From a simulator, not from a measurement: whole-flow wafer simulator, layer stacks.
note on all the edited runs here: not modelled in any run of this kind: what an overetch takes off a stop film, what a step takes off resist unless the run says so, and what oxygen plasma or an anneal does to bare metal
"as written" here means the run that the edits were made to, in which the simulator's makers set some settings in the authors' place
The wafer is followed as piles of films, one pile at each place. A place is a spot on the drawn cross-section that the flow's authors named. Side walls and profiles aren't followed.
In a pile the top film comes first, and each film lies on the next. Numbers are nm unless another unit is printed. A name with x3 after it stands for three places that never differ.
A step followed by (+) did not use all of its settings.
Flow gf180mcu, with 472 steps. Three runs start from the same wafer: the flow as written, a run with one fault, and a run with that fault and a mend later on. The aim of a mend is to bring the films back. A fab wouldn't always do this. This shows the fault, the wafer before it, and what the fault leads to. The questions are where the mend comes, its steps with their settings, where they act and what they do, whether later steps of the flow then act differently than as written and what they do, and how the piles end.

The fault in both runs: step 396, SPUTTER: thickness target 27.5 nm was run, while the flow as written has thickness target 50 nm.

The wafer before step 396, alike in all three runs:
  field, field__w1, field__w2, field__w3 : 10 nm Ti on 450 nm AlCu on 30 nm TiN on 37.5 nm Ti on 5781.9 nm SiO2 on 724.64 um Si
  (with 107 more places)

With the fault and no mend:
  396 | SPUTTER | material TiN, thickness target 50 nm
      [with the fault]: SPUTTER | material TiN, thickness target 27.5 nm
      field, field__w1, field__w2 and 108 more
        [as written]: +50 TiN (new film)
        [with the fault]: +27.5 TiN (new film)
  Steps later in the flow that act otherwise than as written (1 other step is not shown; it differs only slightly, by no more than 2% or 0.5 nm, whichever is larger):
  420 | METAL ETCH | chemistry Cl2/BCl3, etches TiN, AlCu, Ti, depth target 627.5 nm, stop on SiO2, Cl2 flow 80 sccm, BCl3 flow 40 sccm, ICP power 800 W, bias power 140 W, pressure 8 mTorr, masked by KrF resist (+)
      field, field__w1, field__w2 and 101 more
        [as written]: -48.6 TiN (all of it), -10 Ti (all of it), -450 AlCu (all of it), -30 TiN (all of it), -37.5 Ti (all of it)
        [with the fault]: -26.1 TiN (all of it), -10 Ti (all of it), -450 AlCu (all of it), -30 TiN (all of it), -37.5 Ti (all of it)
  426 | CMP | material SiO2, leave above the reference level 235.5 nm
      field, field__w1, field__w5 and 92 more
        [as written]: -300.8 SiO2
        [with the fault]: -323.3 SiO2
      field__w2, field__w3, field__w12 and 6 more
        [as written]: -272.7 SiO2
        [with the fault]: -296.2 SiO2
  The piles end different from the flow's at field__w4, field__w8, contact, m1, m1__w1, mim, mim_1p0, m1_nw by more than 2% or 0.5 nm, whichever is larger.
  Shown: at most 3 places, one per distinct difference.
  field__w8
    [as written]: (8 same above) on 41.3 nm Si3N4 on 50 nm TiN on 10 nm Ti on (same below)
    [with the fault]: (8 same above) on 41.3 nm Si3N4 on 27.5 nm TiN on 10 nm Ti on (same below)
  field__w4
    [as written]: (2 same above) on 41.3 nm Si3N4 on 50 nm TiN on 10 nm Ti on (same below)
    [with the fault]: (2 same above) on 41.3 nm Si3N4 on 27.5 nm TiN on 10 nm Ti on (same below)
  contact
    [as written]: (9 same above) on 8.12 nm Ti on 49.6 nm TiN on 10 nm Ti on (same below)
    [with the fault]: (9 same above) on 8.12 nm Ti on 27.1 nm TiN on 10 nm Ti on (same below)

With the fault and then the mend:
  The mend stands after step 396.
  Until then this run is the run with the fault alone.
  396a | SPUTTER | material TiN, thickness target 22.5 nm (the flow's step 396 again, with other settings)
      field, field__w1, field__w2 and 108 more
        +22.5 TiN
  Later steps of the flow that are run all act as written at every place that is followed.
  At every place that both follow, the piles at the end match the flow's.
